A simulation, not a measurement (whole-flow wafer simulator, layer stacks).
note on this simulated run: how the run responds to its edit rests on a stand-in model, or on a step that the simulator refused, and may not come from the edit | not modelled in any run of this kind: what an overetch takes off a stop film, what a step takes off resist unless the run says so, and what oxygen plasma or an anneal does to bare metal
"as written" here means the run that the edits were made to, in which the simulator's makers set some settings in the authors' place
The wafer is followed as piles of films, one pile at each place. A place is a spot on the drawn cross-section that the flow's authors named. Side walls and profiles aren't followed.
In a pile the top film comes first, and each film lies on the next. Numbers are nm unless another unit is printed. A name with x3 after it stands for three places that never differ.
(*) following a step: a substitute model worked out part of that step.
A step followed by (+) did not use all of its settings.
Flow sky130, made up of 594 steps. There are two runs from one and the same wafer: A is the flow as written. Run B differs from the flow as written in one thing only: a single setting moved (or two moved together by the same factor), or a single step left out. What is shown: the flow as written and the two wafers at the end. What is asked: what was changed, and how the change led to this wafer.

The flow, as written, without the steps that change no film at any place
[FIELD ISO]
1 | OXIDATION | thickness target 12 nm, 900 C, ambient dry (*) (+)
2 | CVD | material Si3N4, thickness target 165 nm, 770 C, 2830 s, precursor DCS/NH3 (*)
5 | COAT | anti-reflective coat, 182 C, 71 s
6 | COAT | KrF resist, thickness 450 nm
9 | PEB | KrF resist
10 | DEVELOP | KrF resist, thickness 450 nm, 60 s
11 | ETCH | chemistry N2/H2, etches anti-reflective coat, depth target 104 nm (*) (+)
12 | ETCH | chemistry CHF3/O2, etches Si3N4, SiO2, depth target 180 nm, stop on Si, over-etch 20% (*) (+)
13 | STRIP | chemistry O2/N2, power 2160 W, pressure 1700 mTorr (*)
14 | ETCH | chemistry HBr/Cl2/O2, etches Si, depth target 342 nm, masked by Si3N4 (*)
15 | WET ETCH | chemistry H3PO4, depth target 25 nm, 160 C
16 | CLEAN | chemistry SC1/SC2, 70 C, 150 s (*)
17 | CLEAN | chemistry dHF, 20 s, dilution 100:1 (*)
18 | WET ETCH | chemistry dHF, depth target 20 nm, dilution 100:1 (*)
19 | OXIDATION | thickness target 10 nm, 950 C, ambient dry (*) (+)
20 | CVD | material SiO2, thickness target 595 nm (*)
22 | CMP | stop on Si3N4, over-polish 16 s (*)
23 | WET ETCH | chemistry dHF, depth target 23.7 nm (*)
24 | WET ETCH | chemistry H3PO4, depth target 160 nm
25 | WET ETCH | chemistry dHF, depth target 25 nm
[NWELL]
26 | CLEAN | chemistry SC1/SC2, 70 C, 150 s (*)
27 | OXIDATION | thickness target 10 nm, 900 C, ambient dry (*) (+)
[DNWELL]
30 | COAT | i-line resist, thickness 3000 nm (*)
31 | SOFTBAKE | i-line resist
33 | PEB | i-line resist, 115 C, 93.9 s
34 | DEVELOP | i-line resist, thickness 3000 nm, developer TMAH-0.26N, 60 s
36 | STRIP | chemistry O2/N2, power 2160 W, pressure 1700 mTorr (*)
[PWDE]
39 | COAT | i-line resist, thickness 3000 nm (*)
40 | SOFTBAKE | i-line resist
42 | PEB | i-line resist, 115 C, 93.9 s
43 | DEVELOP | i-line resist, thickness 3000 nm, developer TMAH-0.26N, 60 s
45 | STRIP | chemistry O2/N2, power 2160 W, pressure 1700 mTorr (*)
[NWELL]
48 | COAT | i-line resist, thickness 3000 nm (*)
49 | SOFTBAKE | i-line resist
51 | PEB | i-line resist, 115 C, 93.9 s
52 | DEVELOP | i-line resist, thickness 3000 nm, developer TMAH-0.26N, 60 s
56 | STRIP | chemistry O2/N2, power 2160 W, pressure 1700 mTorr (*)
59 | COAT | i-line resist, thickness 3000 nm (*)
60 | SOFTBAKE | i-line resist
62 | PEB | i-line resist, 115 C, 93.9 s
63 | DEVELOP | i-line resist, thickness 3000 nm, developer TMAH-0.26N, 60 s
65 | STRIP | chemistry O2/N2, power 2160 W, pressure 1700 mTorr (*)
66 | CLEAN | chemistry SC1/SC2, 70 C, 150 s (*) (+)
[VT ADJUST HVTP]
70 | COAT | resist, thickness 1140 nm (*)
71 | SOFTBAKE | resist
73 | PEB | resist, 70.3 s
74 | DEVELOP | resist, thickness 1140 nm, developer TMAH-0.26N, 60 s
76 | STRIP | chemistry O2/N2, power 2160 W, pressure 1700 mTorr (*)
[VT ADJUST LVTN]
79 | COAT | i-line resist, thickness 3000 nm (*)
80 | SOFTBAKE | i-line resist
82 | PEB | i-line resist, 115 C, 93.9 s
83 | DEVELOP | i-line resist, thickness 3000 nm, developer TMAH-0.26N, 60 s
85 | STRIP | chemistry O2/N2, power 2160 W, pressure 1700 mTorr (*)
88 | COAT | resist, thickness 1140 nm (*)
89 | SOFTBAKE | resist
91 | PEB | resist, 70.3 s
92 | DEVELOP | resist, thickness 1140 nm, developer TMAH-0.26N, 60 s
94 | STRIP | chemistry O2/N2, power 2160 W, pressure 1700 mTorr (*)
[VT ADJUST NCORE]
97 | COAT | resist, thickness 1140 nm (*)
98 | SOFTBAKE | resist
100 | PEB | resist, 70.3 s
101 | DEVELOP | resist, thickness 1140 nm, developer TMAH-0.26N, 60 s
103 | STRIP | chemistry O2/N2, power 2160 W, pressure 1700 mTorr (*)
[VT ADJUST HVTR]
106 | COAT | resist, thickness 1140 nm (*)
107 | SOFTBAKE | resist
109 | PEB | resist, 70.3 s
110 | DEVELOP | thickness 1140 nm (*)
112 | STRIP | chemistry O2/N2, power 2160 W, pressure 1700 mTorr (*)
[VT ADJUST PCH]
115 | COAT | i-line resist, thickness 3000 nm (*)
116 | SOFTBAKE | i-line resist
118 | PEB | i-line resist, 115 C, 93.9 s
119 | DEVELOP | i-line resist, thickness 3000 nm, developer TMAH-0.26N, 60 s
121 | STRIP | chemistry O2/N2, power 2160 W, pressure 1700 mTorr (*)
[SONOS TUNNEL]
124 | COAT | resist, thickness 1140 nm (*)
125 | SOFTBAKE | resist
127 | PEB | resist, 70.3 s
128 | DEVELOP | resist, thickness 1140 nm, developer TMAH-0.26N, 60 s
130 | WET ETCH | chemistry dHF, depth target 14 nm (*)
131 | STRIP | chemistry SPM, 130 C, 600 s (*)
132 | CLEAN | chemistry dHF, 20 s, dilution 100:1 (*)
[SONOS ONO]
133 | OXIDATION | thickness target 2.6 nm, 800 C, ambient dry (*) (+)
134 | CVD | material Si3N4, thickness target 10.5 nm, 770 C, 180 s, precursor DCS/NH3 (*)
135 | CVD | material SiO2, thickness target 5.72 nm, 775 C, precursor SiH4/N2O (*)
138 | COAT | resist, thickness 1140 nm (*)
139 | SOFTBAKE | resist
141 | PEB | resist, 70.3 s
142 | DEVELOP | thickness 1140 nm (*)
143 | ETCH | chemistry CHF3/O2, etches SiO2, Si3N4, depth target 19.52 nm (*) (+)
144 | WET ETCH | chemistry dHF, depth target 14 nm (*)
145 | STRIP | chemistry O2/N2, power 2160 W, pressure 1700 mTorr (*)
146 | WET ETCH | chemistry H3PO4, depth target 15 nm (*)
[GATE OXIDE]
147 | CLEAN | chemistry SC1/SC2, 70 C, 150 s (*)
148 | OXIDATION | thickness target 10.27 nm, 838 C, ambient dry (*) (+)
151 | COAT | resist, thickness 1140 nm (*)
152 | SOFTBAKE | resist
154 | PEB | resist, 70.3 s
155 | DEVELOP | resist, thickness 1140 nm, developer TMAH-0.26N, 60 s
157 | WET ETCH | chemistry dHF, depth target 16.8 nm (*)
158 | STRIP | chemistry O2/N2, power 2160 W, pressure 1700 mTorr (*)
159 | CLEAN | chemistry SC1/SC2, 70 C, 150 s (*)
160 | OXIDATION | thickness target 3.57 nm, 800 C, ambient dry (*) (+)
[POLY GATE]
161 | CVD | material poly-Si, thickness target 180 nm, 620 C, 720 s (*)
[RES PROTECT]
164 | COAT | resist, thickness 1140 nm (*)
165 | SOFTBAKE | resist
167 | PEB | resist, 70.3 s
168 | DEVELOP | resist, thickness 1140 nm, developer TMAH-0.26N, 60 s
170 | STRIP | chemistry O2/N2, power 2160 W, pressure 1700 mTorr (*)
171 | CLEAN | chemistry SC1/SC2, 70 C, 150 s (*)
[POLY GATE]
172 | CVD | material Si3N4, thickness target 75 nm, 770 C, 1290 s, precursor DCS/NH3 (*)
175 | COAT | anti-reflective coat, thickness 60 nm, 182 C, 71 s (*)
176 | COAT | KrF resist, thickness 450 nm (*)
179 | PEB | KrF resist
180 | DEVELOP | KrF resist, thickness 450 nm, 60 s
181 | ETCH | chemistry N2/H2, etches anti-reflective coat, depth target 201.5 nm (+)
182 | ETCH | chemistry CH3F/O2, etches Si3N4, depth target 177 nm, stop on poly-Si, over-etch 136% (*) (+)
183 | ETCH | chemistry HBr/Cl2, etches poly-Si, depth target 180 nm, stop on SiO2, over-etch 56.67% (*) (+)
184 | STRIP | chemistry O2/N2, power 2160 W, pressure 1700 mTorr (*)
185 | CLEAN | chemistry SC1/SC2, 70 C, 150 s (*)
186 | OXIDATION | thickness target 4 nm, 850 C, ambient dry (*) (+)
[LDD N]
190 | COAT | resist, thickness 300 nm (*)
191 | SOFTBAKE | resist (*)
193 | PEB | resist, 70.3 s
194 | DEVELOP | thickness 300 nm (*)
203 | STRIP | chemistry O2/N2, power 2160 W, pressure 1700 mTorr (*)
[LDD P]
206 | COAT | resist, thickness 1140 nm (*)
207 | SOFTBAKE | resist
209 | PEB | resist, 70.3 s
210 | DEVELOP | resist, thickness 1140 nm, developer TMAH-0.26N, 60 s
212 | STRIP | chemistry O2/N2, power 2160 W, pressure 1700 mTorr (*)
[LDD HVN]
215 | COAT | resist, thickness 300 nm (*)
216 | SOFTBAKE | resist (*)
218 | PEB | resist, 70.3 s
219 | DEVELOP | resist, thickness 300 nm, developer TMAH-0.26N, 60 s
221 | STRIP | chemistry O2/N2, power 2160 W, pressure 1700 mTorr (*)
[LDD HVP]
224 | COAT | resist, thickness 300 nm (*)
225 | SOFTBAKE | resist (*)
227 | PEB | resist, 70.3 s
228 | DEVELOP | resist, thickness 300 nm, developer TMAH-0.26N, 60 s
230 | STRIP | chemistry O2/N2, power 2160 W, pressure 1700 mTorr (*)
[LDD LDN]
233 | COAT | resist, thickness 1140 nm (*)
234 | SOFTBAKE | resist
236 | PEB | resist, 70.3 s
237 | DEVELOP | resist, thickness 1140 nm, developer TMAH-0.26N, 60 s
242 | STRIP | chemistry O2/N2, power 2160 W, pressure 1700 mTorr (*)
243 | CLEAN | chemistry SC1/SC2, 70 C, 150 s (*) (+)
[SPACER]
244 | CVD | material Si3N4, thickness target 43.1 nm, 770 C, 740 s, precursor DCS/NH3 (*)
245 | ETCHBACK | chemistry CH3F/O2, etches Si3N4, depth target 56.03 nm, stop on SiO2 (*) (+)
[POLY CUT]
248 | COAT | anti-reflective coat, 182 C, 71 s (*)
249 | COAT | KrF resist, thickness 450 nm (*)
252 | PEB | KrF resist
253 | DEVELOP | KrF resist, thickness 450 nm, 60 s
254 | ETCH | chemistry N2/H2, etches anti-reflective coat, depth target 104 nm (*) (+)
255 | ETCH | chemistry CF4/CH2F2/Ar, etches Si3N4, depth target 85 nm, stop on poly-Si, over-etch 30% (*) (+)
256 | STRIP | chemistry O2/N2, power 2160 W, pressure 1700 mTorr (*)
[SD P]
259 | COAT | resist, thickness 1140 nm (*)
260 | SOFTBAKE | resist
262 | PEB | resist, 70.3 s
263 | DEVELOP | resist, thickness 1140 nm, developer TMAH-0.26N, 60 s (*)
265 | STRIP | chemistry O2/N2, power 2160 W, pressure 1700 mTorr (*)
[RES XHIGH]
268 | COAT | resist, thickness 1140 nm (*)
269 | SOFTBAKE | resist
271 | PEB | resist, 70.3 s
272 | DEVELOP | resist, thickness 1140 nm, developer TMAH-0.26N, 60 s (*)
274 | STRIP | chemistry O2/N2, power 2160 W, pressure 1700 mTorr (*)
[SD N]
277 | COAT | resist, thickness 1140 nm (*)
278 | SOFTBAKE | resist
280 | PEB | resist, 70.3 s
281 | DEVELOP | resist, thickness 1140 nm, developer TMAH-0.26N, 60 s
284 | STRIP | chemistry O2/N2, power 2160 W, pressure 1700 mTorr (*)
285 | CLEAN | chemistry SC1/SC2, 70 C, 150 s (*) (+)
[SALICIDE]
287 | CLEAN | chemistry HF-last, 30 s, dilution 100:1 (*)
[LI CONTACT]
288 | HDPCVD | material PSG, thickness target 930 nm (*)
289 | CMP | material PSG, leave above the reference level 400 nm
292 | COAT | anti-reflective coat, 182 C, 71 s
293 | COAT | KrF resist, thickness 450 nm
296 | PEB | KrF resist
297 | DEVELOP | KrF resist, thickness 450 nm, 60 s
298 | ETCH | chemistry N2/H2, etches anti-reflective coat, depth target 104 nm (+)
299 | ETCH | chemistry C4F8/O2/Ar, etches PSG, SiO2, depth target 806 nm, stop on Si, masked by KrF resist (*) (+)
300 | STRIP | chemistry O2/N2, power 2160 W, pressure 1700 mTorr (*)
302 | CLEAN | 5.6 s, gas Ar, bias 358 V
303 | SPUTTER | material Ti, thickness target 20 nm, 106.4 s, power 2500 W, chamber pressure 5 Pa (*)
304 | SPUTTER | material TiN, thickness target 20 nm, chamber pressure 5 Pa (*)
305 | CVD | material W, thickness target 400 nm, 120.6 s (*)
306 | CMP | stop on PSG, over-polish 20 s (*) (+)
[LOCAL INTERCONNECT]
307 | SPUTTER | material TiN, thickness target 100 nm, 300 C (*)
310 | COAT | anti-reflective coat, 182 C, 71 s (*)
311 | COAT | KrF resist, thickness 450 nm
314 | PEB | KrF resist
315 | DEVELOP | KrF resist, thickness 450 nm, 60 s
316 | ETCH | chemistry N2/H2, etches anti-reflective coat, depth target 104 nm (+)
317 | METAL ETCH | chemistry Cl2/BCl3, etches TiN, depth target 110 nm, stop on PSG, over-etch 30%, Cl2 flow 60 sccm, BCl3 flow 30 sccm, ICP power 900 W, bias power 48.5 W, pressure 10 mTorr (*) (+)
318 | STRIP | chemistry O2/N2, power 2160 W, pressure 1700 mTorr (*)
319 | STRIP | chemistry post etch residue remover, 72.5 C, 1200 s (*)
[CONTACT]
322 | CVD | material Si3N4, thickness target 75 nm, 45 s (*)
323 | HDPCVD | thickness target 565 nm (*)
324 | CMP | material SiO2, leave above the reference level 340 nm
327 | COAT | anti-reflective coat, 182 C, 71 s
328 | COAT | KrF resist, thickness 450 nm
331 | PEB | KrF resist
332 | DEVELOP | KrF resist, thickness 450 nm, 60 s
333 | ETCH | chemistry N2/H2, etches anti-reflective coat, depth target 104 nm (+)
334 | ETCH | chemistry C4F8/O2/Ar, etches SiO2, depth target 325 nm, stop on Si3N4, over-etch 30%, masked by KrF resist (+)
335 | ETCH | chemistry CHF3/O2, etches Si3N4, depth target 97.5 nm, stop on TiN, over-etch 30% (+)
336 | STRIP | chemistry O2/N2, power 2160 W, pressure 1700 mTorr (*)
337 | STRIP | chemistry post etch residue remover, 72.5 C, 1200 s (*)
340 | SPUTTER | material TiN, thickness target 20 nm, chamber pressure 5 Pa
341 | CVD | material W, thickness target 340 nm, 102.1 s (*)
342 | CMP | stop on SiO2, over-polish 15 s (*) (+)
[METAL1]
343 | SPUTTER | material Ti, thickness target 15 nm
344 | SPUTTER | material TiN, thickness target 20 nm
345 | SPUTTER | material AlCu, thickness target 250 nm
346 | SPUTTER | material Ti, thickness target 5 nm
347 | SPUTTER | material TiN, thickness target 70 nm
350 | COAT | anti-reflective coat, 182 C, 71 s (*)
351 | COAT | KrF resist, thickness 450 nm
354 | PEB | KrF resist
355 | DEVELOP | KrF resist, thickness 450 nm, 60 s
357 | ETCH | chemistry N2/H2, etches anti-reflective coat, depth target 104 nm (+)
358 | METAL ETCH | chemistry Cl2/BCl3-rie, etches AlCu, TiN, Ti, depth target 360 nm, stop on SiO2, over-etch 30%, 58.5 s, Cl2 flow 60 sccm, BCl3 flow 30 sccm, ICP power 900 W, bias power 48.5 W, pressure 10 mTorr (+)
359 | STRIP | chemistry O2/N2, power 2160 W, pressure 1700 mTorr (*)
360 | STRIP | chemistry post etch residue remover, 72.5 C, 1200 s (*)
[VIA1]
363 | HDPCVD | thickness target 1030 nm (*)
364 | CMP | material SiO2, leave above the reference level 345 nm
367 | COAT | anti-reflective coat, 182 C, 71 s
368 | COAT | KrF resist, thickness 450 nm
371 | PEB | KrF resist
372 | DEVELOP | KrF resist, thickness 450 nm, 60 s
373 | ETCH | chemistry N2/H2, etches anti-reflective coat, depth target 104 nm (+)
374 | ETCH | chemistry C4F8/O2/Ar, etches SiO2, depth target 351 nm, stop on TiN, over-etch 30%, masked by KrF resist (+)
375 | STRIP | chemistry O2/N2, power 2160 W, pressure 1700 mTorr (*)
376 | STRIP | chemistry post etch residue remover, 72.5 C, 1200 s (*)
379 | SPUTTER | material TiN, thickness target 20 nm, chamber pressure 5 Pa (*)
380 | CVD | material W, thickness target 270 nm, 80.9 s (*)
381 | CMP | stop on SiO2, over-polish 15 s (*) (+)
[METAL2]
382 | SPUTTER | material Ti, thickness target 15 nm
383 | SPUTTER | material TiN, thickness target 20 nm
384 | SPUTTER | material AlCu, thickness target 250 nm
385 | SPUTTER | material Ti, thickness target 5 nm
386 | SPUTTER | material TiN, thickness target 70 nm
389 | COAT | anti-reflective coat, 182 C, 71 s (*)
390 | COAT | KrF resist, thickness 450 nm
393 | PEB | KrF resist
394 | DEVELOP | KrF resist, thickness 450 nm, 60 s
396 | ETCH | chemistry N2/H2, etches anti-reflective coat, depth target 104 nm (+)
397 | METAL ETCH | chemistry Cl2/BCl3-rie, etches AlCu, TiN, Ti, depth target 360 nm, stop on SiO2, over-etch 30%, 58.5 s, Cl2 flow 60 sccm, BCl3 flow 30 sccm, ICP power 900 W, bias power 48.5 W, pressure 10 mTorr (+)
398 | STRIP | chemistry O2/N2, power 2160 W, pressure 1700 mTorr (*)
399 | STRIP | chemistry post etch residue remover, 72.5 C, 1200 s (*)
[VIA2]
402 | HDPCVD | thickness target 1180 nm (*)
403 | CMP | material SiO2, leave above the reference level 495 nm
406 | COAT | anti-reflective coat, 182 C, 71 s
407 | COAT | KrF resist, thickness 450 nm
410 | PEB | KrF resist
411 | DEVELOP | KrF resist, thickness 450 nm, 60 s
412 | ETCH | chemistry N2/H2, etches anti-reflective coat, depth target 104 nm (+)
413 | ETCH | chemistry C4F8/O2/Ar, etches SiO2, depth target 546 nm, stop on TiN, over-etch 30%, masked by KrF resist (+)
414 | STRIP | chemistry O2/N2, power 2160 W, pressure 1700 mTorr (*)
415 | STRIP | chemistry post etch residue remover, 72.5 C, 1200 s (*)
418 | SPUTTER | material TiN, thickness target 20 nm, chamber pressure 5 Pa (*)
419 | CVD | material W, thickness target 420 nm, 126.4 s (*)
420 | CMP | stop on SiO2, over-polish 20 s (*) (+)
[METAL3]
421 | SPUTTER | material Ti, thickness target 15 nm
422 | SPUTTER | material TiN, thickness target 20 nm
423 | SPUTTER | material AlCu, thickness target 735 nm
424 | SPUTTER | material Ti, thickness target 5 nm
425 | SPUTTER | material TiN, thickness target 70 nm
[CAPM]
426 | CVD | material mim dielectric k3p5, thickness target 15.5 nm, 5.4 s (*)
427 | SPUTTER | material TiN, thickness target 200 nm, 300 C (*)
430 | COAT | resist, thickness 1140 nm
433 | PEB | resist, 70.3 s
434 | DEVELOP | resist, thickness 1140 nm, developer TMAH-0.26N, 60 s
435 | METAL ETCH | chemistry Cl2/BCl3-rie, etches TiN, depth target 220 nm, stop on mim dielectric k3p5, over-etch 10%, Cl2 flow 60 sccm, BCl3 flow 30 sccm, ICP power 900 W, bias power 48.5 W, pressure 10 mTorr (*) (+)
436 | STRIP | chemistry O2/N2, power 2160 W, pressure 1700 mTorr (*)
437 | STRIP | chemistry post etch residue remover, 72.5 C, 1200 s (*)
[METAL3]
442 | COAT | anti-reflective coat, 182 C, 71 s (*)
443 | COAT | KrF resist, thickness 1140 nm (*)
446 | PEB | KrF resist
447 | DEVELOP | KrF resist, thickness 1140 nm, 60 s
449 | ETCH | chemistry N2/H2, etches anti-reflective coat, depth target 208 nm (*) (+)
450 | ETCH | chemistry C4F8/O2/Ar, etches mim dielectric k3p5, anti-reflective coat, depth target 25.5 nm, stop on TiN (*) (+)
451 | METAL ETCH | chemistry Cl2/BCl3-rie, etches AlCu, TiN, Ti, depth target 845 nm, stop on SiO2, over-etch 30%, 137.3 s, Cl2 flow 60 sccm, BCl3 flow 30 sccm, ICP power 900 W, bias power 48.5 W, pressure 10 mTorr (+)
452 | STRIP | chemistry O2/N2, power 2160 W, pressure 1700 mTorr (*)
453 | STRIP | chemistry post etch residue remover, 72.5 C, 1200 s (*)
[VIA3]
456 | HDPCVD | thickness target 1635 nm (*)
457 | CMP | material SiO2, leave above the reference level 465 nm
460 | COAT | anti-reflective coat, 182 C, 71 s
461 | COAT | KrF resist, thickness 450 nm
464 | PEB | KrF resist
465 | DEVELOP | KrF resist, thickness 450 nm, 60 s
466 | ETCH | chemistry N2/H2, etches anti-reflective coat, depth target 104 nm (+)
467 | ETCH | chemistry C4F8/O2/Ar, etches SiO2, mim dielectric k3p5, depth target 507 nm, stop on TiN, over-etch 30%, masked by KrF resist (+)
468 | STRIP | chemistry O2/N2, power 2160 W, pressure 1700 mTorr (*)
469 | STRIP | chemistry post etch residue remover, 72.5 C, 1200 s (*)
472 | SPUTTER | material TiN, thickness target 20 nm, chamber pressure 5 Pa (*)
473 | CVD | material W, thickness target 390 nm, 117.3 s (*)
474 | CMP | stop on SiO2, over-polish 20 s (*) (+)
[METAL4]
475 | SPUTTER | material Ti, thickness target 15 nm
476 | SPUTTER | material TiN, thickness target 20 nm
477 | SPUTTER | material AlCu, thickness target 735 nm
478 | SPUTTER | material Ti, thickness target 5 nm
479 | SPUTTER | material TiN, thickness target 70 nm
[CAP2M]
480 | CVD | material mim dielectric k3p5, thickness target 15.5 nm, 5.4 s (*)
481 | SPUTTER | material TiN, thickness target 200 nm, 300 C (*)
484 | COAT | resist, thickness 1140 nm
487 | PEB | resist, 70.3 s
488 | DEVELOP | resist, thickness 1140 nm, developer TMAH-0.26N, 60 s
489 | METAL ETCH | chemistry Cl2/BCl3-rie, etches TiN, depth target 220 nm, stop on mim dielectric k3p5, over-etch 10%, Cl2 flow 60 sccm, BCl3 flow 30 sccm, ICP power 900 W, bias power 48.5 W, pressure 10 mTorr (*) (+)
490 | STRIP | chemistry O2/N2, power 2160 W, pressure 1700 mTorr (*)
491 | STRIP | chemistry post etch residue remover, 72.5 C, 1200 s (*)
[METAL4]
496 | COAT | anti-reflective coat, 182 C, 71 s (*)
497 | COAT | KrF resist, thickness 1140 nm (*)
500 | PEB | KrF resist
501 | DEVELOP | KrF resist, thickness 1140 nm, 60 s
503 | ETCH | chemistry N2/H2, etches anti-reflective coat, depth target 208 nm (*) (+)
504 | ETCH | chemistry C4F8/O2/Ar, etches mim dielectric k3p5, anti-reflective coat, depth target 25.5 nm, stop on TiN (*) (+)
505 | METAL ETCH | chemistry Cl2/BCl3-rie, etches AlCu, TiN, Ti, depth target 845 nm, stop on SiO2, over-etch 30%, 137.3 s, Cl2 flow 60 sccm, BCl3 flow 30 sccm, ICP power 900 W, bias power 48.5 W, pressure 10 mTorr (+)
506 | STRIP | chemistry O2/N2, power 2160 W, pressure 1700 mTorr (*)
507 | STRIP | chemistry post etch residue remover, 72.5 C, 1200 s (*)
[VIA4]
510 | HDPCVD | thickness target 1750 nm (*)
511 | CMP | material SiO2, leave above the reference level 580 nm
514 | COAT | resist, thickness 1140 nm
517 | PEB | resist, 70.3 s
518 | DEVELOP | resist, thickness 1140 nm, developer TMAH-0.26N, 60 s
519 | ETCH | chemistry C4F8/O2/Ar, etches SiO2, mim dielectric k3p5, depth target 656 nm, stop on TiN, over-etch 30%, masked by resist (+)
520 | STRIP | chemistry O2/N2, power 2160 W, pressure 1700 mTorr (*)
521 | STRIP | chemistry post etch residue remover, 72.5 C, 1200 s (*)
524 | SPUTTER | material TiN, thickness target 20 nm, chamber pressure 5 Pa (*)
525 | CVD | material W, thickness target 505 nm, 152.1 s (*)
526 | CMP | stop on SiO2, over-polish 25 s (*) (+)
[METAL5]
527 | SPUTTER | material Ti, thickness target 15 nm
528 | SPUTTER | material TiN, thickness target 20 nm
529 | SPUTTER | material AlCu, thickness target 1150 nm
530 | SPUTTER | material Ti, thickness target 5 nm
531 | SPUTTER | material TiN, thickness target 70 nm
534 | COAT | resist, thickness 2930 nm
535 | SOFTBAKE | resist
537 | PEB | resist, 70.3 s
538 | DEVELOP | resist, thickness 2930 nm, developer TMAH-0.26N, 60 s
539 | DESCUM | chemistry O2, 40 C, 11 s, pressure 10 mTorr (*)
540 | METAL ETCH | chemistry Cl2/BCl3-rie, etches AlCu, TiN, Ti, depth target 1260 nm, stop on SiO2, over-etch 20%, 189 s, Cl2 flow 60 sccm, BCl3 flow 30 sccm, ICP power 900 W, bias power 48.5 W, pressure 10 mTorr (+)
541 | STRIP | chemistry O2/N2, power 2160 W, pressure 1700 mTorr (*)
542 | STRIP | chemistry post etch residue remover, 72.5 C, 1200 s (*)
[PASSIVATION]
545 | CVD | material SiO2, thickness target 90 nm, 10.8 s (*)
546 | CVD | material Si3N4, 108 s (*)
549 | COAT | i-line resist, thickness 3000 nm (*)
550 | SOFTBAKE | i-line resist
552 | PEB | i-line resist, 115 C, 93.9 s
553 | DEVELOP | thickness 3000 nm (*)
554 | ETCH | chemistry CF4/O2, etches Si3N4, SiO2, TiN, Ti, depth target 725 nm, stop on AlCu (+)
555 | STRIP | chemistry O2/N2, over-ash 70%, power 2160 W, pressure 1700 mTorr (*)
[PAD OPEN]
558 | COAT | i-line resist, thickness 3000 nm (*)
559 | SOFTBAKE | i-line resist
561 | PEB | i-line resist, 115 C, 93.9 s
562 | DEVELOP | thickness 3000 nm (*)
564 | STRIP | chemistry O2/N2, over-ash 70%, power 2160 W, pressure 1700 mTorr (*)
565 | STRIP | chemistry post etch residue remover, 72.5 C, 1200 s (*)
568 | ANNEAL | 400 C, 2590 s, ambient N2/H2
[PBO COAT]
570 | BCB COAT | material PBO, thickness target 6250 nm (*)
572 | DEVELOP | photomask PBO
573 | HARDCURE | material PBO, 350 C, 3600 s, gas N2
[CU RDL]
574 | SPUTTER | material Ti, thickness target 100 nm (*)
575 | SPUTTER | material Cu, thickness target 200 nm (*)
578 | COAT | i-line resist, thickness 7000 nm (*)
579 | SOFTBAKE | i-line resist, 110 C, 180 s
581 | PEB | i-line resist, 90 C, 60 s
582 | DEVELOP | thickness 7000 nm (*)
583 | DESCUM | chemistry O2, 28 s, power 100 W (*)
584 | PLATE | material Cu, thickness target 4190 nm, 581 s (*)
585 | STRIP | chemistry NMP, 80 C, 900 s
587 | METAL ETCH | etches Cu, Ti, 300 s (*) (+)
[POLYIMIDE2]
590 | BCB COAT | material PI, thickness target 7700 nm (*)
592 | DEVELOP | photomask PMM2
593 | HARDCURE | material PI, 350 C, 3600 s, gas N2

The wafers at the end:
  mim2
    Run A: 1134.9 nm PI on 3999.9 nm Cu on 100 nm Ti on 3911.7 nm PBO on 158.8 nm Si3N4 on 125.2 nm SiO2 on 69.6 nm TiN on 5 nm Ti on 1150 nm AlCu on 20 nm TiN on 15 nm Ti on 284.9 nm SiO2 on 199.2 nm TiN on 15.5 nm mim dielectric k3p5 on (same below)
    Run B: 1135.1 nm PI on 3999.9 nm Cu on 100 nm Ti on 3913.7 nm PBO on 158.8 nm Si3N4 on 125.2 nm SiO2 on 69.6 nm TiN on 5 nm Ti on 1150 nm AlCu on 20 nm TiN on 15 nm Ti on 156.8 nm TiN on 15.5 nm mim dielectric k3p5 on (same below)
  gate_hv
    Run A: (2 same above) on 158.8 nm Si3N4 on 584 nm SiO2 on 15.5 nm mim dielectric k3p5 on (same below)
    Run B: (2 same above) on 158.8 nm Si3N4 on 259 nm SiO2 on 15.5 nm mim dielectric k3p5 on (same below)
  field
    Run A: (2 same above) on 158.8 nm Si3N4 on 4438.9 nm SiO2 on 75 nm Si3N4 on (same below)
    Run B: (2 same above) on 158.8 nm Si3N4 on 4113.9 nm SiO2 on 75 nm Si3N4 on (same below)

What caused this: step 511, CMP: leave above the reference level 255 nm was run, while the flow as written has leave above the reference level 580 nm.

The path from the change to this, step by step:
  511 | CMP | material SiO2, leave above the reference level 580 nm
      mim2: A -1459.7 SiO2 | B -1750 SiO2 (all of it), -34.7 TiN
      n_well, p_well, gate_hv and 99 more: A -1260.5 SiO2 | B -1585.5 SiO2
      (as well as at 90 more places)
  519 | ETCH | chemistry C4F8/O2/Ar, etches SiO2, mim dielectric k3p5, depth target 656 nm, stop on TiN, over-etch 30%, masked by resist (+)
      field, active, n_well and 188 more: A -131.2 resist | B -47 resist
      m1: A -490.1 SiO2 (all of it), -15.5 mim dielectric k3p5 (all of it) | B -165.1 SiO2 (all of it), -15.5 mim dielectric k3p5 (all of it)
      (as well as at 1 more place)
  520 | STRIP | chemistry O2/N2, power 2160 W, pressure 1700 mTorr (*)
      field, active, n_well and 188 more: A -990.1 resist (all of it) | B -1074.3 resist (all of it)
  524 | SPUTTER | material TiN, thickness target 20 nm, chamber pressure 5 Pa (*)
      mim2: A +20 TiN (new film) | B +20 TiN
      m1, via4_hole: A +15.3 TiN | B +17.9 TiN
  525 | CVD | material W, thickness target 505 nm, 152.1 s (*)
      m1: A +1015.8 W (new film) | B +505 W (new film)
      via4_hole: A +1015.2 W (new film) | B +505 W (new film)
  526 | CMP | stop on SiO2, over-polish 25 s (*) (+)
      mim2: A -505 W (all of it), -20 TiN (all of it), -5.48 SiO2 | B -505 W (all of it), -27.3 TiN
      m1: A -532.7 W | B -349.6 W
      (as well as at 1 more place)
With metal films that touch counted as one body, mim2 has 7 bodies (between them, from the top down: PBO 3913.7 / Si3N4 158.8 / SiO2 125.2; mim dielectric k3p5 15.5; SiO2 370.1 / mim dielectric k3p5 15.5; SiO2 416; SiO2 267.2; SiO2 261.8 / Si3N4 75); the flow as written gives 8 bodies (between them, from the top down: PBO 3911.7 / Si3N4 158.8 / SiO2 125.2; SiO2 284.9; mim dielectric k3p5 15.5; SiO2 370.1 / mim dielectric k3p5 15.5; SiO2 416; SiO2 267.2; SiO2 261.8 / Si3N4 75).
